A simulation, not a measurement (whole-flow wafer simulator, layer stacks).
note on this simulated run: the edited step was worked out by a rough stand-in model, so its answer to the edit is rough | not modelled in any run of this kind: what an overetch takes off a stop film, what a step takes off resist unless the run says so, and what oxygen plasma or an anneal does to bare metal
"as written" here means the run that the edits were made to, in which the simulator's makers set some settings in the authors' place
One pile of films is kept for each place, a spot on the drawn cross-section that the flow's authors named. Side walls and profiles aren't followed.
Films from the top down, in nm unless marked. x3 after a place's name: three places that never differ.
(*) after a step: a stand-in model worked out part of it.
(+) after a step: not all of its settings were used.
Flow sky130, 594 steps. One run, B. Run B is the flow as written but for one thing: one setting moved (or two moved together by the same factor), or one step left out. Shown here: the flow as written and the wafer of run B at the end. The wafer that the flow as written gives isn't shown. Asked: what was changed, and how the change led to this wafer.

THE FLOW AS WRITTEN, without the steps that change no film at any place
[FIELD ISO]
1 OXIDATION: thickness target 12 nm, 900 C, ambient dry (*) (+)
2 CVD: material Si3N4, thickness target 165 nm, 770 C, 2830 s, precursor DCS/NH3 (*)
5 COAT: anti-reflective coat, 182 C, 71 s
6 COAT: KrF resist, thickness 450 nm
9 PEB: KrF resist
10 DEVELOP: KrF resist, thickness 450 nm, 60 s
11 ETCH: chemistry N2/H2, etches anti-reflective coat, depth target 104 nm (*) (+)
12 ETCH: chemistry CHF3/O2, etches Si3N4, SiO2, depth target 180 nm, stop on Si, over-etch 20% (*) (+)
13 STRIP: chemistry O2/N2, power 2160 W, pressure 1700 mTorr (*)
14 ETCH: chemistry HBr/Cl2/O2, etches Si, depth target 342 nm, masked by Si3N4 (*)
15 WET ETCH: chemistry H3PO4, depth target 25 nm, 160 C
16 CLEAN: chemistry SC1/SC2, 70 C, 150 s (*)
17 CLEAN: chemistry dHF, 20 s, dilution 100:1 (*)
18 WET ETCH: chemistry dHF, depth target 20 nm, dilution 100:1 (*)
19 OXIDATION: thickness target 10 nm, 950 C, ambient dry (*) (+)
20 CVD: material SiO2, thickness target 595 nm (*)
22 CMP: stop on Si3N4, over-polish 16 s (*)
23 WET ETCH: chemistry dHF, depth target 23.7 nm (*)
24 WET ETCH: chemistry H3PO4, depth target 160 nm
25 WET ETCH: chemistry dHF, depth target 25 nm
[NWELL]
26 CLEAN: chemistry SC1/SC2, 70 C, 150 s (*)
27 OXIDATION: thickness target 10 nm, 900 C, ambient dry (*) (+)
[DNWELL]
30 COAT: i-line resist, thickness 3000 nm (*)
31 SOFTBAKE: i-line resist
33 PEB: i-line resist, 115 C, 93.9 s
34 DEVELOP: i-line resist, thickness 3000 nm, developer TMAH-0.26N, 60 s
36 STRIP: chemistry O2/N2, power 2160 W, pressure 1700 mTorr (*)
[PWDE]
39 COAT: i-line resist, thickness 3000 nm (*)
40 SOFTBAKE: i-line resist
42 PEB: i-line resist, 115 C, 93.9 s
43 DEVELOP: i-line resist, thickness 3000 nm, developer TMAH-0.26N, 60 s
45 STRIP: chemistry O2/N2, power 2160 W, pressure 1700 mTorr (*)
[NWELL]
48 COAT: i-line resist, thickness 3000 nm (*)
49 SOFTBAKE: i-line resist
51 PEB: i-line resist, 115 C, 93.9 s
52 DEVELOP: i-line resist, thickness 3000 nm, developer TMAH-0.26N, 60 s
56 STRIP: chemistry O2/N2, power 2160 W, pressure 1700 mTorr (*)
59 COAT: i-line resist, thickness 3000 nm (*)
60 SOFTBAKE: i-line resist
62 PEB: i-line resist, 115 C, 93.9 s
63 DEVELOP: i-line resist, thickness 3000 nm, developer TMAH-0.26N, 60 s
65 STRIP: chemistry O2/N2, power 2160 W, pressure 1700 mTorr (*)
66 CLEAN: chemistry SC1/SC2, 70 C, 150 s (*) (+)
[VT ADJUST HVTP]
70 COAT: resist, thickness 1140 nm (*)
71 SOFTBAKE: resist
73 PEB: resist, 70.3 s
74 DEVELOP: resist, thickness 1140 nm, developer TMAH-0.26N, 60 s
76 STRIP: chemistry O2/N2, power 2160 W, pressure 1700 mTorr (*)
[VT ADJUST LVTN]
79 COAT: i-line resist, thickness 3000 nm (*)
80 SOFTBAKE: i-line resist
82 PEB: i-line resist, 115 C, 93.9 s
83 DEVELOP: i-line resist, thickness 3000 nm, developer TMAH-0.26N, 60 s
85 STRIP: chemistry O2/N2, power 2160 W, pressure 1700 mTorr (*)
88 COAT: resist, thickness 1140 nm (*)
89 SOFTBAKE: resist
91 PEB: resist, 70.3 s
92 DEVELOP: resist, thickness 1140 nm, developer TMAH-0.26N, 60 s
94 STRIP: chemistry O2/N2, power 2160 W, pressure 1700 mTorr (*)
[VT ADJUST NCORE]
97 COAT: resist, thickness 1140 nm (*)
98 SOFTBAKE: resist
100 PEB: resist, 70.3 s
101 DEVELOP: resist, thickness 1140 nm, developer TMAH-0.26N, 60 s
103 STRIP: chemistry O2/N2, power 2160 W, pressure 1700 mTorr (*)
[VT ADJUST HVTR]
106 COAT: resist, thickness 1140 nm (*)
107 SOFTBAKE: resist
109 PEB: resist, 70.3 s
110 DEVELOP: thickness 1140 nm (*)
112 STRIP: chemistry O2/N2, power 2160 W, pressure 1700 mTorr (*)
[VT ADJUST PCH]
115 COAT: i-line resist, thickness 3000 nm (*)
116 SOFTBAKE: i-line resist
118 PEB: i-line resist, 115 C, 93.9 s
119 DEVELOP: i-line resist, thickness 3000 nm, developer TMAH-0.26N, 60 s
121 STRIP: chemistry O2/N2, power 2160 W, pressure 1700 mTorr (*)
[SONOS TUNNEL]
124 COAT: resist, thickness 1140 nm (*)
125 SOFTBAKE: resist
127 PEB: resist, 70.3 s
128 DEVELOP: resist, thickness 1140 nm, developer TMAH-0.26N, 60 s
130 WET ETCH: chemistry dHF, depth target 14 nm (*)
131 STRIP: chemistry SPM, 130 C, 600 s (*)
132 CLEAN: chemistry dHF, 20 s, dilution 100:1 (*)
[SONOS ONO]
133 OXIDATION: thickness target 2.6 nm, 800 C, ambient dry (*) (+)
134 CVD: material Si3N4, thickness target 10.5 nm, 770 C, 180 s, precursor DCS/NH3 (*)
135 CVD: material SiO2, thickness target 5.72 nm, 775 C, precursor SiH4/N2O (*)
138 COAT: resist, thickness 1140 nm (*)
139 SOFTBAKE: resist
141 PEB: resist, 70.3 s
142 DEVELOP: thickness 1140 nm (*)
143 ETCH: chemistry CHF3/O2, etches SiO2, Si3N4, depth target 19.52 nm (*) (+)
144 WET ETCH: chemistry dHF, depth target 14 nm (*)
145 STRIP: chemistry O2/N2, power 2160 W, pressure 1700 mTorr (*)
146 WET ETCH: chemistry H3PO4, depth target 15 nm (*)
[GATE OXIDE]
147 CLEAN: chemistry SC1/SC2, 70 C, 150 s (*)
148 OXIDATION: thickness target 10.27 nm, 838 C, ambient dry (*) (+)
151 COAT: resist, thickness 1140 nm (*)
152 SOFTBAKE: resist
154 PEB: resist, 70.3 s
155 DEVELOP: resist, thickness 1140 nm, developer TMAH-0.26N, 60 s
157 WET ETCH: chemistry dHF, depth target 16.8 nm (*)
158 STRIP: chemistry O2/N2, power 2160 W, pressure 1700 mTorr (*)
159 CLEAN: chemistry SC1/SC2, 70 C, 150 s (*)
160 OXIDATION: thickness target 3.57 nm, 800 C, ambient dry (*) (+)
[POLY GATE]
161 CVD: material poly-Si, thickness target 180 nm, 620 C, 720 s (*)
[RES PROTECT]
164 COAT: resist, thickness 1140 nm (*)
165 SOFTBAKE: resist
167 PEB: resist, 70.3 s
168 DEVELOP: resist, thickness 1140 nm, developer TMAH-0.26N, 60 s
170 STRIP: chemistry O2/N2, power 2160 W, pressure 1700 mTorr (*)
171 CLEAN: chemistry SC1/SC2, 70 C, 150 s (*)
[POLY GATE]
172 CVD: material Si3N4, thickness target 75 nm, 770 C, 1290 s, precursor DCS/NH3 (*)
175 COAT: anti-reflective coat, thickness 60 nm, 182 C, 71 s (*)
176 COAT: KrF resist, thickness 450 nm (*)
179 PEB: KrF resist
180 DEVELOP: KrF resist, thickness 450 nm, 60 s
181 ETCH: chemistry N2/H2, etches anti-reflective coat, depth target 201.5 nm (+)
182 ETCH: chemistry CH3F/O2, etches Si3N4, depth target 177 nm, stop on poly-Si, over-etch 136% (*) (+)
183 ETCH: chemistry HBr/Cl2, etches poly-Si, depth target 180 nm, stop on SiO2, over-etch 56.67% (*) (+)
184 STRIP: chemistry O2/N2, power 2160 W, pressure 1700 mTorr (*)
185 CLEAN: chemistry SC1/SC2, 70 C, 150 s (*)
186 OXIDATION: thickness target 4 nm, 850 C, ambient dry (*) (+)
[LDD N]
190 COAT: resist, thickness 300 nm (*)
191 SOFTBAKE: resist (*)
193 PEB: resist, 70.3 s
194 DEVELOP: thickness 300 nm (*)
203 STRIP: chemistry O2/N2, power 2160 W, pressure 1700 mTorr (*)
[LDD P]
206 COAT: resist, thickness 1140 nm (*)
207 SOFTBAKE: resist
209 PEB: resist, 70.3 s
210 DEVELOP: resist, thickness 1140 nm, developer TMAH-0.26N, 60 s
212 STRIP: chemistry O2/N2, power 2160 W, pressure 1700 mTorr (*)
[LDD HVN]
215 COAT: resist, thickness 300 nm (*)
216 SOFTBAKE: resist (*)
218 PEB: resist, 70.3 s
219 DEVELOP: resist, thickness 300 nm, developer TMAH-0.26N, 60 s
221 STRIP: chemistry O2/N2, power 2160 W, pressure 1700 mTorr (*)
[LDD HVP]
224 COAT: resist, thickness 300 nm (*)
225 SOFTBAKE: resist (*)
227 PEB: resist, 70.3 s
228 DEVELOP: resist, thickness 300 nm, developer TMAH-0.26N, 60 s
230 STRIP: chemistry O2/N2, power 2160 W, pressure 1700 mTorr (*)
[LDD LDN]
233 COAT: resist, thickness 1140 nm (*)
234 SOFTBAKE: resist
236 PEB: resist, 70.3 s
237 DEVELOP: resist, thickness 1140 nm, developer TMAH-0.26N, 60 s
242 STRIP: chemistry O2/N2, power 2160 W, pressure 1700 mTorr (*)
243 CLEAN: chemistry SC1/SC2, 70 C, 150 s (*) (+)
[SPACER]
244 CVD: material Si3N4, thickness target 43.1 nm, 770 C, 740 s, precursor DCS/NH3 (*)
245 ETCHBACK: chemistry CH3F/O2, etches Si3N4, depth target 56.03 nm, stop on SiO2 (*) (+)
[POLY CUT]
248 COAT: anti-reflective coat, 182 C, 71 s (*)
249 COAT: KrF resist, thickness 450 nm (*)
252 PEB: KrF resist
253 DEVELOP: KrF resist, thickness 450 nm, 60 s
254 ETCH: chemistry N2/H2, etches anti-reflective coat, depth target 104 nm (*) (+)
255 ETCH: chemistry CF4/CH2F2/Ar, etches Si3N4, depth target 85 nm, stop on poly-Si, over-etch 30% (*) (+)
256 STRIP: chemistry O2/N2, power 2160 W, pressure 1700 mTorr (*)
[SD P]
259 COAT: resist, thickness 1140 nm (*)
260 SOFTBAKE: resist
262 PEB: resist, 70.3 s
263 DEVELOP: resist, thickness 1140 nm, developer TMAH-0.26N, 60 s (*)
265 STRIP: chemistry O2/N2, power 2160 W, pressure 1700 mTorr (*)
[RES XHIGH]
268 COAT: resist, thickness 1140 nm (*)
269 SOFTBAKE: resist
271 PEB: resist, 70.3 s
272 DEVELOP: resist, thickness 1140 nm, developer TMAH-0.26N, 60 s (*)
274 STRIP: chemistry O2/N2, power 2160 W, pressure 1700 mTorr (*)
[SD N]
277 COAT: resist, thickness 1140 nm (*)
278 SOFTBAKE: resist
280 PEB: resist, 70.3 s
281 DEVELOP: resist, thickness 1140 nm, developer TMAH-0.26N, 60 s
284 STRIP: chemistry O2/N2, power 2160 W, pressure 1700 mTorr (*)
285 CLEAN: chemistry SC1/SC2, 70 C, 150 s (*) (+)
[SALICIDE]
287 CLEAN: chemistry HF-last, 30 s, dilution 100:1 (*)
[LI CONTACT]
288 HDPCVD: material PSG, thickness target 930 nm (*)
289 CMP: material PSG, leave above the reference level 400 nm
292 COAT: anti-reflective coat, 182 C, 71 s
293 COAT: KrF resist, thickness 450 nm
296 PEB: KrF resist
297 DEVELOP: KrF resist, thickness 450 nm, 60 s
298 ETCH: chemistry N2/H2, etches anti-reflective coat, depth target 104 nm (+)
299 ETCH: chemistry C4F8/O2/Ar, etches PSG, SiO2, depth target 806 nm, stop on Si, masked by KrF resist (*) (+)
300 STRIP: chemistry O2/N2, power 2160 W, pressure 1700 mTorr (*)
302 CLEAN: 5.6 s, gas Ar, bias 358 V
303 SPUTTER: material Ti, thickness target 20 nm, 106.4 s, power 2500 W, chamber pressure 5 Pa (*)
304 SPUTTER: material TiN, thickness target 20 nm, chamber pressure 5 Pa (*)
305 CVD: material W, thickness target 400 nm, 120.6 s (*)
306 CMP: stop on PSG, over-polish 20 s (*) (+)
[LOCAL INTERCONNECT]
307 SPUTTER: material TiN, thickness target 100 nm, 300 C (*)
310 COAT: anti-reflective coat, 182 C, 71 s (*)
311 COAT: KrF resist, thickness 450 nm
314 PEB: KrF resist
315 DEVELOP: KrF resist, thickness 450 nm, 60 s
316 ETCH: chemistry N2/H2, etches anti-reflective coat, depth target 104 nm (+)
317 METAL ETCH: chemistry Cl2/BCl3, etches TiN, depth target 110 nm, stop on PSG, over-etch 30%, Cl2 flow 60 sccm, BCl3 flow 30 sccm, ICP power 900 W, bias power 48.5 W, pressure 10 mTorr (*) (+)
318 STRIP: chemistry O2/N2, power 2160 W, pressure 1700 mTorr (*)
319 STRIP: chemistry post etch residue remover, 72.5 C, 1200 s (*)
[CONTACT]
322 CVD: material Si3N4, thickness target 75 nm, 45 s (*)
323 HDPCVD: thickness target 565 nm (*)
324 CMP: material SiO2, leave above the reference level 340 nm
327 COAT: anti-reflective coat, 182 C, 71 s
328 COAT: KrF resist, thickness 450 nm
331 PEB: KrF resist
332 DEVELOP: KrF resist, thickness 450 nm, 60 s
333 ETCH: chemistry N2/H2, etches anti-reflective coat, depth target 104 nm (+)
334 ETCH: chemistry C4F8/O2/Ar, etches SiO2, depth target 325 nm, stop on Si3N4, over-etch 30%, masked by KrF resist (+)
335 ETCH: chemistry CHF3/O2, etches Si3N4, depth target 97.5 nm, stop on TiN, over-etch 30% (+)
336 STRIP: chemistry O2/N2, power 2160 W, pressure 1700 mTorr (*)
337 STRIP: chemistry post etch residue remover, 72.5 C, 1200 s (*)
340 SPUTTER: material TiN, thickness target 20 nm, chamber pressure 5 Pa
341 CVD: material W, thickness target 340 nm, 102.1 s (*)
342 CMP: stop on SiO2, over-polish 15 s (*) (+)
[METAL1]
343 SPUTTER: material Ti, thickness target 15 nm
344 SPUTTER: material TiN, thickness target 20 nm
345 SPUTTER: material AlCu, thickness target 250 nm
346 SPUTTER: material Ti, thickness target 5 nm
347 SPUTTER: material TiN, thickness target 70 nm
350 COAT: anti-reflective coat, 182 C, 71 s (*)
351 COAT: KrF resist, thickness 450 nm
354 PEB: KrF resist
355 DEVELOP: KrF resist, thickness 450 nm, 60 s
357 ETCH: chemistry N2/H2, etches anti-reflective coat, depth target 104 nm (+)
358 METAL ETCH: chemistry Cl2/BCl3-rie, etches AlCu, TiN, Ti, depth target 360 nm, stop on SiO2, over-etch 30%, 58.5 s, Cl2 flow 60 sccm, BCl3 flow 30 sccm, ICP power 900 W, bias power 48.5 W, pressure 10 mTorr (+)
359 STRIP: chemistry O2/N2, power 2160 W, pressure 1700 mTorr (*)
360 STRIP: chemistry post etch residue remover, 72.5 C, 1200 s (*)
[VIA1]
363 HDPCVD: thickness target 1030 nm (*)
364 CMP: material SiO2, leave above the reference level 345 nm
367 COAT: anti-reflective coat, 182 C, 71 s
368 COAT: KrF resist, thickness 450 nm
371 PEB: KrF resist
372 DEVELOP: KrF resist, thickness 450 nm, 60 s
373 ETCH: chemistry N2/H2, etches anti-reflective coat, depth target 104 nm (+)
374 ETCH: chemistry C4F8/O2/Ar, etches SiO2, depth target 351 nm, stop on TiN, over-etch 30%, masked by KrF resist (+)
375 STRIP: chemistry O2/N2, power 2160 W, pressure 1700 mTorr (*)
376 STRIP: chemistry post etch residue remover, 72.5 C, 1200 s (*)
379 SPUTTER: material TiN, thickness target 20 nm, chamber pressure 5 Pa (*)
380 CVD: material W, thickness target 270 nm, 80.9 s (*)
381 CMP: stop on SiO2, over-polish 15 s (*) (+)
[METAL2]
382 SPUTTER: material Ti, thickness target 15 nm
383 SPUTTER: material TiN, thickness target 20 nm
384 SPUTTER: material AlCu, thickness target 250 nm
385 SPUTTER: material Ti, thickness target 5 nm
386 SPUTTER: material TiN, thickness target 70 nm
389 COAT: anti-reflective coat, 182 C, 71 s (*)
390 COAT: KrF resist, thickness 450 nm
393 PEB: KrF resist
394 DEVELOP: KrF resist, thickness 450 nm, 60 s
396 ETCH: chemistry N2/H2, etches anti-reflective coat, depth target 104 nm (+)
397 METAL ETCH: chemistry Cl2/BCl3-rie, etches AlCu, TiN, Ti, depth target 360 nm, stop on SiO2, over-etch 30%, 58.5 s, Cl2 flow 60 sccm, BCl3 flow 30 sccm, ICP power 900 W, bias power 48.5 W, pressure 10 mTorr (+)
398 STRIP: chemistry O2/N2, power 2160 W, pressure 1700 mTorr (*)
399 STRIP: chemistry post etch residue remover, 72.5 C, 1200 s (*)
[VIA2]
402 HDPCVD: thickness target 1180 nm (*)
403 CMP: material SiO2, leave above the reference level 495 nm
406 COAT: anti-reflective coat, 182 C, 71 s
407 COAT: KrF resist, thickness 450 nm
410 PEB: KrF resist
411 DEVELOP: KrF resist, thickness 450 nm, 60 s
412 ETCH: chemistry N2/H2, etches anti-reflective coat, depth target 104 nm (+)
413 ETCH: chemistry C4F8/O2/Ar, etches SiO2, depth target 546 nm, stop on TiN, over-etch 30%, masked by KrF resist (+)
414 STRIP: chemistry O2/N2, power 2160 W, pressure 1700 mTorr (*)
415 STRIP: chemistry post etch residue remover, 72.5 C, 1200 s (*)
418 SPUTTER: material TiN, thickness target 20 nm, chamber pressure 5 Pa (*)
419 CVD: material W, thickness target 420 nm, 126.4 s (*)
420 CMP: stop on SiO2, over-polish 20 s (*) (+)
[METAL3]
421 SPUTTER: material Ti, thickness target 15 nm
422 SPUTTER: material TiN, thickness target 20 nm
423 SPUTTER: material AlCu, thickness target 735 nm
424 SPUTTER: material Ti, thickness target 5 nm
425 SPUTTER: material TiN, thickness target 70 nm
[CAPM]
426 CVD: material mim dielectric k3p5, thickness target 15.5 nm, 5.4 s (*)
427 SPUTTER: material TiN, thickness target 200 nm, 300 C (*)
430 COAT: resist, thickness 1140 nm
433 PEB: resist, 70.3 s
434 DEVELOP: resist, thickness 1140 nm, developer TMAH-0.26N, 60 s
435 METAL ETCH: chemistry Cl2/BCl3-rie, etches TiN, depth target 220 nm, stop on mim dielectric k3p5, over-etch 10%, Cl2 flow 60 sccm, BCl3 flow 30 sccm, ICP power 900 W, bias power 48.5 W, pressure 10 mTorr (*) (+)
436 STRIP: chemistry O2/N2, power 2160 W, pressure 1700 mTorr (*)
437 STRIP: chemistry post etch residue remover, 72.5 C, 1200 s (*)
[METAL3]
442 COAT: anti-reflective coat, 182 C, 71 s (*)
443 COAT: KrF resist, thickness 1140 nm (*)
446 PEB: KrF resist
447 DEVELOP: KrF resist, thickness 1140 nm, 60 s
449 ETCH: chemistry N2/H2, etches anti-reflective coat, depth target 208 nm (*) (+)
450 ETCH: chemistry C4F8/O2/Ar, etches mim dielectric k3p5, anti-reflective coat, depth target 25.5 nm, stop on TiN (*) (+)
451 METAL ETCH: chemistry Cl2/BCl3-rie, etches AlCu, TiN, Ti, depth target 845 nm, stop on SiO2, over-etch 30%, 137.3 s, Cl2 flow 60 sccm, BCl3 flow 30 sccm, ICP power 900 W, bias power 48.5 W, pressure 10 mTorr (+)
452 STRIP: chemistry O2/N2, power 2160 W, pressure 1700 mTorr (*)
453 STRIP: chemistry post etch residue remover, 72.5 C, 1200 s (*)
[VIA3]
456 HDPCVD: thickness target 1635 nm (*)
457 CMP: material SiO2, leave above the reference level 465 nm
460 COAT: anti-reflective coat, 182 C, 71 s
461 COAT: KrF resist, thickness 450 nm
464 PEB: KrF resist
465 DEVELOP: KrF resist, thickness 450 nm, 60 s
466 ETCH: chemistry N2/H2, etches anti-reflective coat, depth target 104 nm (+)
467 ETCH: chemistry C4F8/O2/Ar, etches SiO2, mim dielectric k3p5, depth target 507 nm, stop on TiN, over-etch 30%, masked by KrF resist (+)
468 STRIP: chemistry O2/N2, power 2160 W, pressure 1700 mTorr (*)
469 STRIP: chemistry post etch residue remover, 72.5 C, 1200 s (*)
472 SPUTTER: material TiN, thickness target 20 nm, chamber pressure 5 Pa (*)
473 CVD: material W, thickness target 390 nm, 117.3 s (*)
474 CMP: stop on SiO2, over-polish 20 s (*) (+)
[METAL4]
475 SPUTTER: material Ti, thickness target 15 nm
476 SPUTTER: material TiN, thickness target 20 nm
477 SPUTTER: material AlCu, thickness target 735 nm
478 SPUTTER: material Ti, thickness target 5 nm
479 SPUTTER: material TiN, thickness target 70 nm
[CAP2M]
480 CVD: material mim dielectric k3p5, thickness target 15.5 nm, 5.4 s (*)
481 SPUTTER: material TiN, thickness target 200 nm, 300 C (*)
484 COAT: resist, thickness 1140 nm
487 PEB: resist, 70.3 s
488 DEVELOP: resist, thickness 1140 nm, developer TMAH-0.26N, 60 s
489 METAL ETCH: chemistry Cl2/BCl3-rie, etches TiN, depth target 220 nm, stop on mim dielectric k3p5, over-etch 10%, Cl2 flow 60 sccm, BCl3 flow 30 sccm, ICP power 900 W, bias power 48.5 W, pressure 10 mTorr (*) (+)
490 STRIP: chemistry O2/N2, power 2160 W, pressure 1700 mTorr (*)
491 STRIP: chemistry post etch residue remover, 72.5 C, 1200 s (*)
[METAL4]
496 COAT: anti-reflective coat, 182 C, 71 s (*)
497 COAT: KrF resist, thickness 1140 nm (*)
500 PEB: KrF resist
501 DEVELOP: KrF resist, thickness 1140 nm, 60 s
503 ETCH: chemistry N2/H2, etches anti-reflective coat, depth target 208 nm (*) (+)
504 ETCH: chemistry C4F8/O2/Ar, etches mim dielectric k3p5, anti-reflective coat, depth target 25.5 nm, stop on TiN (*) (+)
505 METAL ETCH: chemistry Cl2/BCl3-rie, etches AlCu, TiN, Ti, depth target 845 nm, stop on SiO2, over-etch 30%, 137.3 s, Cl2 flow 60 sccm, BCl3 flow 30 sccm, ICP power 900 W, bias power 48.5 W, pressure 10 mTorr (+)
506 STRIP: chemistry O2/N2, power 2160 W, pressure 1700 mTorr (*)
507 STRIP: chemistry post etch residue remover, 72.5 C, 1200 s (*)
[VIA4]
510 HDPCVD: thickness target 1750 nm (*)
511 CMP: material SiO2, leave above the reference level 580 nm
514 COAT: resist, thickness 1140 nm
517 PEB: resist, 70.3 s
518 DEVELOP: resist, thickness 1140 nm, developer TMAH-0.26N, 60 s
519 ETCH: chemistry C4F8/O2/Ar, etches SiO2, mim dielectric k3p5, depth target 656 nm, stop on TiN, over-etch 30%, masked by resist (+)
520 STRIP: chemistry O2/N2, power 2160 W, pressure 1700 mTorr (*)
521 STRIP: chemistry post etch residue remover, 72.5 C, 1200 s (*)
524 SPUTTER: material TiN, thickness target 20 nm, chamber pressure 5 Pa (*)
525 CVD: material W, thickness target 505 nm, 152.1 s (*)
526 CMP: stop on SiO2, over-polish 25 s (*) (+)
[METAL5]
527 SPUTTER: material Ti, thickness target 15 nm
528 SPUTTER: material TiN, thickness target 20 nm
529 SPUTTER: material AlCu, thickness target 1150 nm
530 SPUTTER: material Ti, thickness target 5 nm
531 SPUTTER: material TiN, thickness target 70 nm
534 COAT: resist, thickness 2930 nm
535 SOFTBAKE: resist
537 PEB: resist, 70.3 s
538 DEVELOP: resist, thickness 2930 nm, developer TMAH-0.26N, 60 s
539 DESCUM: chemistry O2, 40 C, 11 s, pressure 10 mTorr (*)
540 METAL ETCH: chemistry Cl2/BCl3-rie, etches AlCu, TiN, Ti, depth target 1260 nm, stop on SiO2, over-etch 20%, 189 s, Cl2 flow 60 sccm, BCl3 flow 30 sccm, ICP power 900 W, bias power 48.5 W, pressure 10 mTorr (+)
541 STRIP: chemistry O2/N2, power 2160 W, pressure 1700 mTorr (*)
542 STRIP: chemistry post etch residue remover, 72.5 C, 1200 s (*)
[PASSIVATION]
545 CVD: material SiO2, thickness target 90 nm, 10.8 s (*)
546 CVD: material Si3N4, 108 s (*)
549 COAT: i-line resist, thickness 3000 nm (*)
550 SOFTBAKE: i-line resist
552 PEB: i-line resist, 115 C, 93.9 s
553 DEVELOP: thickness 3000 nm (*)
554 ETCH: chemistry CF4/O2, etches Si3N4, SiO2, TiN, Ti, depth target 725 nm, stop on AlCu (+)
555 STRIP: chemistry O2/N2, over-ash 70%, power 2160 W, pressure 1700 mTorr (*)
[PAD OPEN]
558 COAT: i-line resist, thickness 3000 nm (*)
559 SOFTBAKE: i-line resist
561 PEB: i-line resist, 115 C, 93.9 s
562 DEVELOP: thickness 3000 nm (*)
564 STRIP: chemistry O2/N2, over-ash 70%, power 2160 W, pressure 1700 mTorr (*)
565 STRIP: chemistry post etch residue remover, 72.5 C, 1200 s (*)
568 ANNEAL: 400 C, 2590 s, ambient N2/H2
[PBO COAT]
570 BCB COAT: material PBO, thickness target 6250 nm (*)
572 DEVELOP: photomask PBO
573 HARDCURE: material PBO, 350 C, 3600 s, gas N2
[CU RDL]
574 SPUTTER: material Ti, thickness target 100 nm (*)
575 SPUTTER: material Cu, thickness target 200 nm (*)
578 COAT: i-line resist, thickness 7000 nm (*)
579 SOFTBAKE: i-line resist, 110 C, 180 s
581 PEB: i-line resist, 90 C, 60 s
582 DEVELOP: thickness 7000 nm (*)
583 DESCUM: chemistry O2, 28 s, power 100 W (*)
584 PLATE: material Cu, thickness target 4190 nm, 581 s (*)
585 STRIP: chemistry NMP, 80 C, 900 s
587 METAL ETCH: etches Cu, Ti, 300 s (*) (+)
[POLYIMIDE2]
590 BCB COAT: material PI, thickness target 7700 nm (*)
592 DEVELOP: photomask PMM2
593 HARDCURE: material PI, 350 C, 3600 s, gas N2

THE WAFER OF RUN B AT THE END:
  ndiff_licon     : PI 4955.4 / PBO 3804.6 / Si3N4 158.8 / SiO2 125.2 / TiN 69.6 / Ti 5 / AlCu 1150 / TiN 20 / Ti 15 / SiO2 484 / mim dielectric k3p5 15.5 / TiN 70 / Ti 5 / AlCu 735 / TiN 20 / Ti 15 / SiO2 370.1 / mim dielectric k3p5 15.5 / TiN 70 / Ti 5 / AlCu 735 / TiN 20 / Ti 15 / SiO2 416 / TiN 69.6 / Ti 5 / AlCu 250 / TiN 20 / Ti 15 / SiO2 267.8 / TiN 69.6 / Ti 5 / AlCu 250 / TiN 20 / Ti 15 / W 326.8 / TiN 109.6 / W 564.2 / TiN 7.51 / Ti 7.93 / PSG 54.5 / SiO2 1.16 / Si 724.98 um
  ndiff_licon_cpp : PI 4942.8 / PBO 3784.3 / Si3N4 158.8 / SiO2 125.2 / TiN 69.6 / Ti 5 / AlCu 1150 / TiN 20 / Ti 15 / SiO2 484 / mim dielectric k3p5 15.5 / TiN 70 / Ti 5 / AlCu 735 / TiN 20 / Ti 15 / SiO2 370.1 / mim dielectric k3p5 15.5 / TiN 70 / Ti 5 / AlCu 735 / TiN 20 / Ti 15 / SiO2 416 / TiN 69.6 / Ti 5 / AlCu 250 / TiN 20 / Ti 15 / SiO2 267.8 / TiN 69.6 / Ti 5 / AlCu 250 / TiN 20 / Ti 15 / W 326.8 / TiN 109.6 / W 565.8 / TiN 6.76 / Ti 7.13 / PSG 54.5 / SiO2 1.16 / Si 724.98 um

The cause: step 299, ETCH: depth target 584 nm was run, where the flow has depth target 806 nm.

How the change led to this, step by step:
  299 ETCH: chemistry C4F8/O2/Ar, etches PSG, SiO2, depth target 806 nm, stop on Si, masked by KrF resist (*) (+)
      contact, ndiff_licon, ndiff_licon_cpp: PSG -584 (as written it would be: PSG -643.6 (all of it), SiO2 -1.16 (all of it))
      field, active, n_well and 184 more: KrF resist -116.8 (as written it would be: KrF resist -161.2)
  300 STRIP: chemistry O2/N2, power 2160 W, pressure 1700 mTorr (*)
      contact, ndiff_licon, ndiff_licon_cpp: nothing (as written it would be: chemical SiO2 +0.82 (new film), Si -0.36)
      field, active, n_well and 184 more: KrF resist -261 (all of it), anti-reflective coat -80 (all of it) (as written it would be: KrF resist -216.6 (all of it), anti-reflective coat -80 (all of it))
  302 CLEAN: 5.6 s, gas Ar, bias 358 V
      contact, ndiff_licon, ndiff_licon_cpp: PSG -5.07 (as written it would be: chemical SiO2 -0.82 (all of it))
  303 SPUTTER: material Ti, thickness target 20 nm, 106.4 s, power 2500 W, chamber pressure 5 Pa (*)
      ndiff_licon: Ti +7.93 (new film) (as written it would be: Ti +7.24 (new film))
      ndiff_licon_cpp: Ti +7.13 (new film) (as written it would be: Ti +6.53 (new film))
  304 SPUTTER: material TiN, thickness target 20 nm, chamber pressure 5 Pa (*)
      ndiff_licon: TiN +7.51 (new film) (as written it would be: TiN +6.83 (new film))
      ndiff_licon_cpp: TiN +6.76 (new film) (as written it would be: TiN +6.17 (new film))
  305 CVD: material W, thickness target 400 nm, 120.6 s (*)
      ndiff_licon: W +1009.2 (new film) (as written it would be: W +1066.5 (new film))
      ndiff_licon_cpp: W +1010.7 (new film) (as written it would be: W +1067.9 (new film))
  568 ANNEAL: 400 C, 2590 s, ambient N2/H2
      ndiff_licon, ndiff_licon_cpp: nothing (as written it would be: under 37 films: void +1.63 (new film), Ti -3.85, TiSi first +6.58 (new film), Si -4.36)
Counting metal films that touch as one body, ndiff_licon has 5 bodies (between them, from the top down: SiO2 484 / mim dielectric k3p5 15.5; SiO2 370.1 / mim dielectric k3p5 15.5; SiO2 416; SiO2 267.8); the flow as written gives 6 bodies (between them, from the top down: SiO2 484 / mim dielectric k3p5 15.5; SiO2 370.1 / mim dielectric k3p5 15.5; SiO2 416; SiO2 267.8; void 1.78).
Counting metal films that touch as one body, ndiff_licon_cpp has 5 bodies (between them, from the top down: SiO2 484 / mim dielectric k3p5 15.5; SiO2 370.1 / mim dielectric k3p5 15.5; SiO2 416; SiO2 267.8); the flow as written gives 6 bodies (between them, from the top down: SiO2 484 / mim dielectric k3p5 15.5; SiO2 370.1 / mim dielectric k3p5 15.5; SiO2 416; SiO2 267.8; void 1.78).
